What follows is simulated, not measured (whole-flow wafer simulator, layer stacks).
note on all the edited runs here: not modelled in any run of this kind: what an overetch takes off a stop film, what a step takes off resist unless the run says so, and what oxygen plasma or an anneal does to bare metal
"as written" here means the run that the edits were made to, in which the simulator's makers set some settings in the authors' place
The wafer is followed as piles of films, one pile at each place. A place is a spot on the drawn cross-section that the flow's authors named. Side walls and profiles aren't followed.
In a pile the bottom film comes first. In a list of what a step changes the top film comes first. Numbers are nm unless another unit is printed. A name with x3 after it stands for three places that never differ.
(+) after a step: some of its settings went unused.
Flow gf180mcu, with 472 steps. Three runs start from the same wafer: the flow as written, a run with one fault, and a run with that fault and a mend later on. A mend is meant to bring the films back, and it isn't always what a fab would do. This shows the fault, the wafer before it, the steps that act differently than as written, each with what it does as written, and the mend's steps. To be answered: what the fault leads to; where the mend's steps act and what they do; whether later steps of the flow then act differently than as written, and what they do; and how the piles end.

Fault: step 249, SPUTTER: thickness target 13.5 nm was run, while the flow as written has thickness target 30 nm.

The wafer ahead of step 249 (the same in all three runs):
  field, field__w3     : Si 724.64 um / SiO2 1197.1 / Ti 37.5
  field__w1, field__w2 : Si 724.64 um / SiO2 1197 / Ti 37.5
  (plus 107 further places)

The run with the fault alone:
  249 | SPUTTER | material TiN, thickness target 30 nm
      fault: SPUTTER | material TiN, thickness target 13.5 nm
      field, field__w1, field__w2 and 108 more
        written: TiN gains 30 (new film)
        fault: TiN gains 13.5 (new film)
  Steps further on in the flow that do not act as written:
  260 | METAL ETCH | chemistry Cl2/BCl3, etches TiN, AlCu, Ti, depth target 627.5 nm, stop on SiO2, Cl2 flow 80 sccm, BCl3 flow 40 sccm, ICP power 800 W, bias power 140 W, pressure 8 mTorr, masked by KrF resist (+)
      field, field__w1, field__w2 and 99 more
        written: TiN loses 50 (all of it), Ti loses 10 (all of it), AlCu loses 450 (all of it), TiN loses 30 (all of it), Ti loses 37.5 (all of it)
        fault: TiN loses 50 (all of it), Ti loses 10 (all of it), AlCu loses 450 (all of it), TiN loses 13.5 (all of it), Ti loses 37.5 (all of it)
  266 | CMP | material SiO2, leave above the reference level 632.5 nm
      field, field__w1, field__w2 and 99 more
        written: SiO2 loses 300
        fault: SiO2 loses 316.5
  The piles end different from the flow's at field__w8, contact, m1 and 6 more by more than 2% or 0.5 nm, whichever is larger.
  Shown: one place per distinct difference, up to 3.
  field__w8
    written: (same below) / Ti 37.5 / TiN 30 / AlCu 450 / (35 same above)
    fault: (same below) / Ti 37.5 / TiN 13.5 / AlCu 450 / (35 same above)
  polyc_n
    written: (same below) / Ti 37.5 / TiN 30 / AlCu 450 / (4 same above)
    fault: (same below) / Ti 37.5 / TiN 13.5 / AlCu 450 / (4 same above)
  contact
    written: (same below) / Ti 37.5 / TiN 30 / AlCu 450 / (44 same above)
    fault: (same below) / Ti 37.5 / TiN 13.5 / AlCu 450 / (44 same above)

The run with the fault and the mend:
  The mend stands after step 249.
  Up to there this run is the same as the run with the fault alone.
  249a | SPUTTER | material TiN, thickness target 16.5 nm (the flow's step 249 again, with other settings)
      field, field__w1, field__w2 and 108 more
        TiN gains 16.5
  Later steps of the flow that are run all act as written at every place that is followed.
  By the end, the piles equal the flow's at every place that both follow.
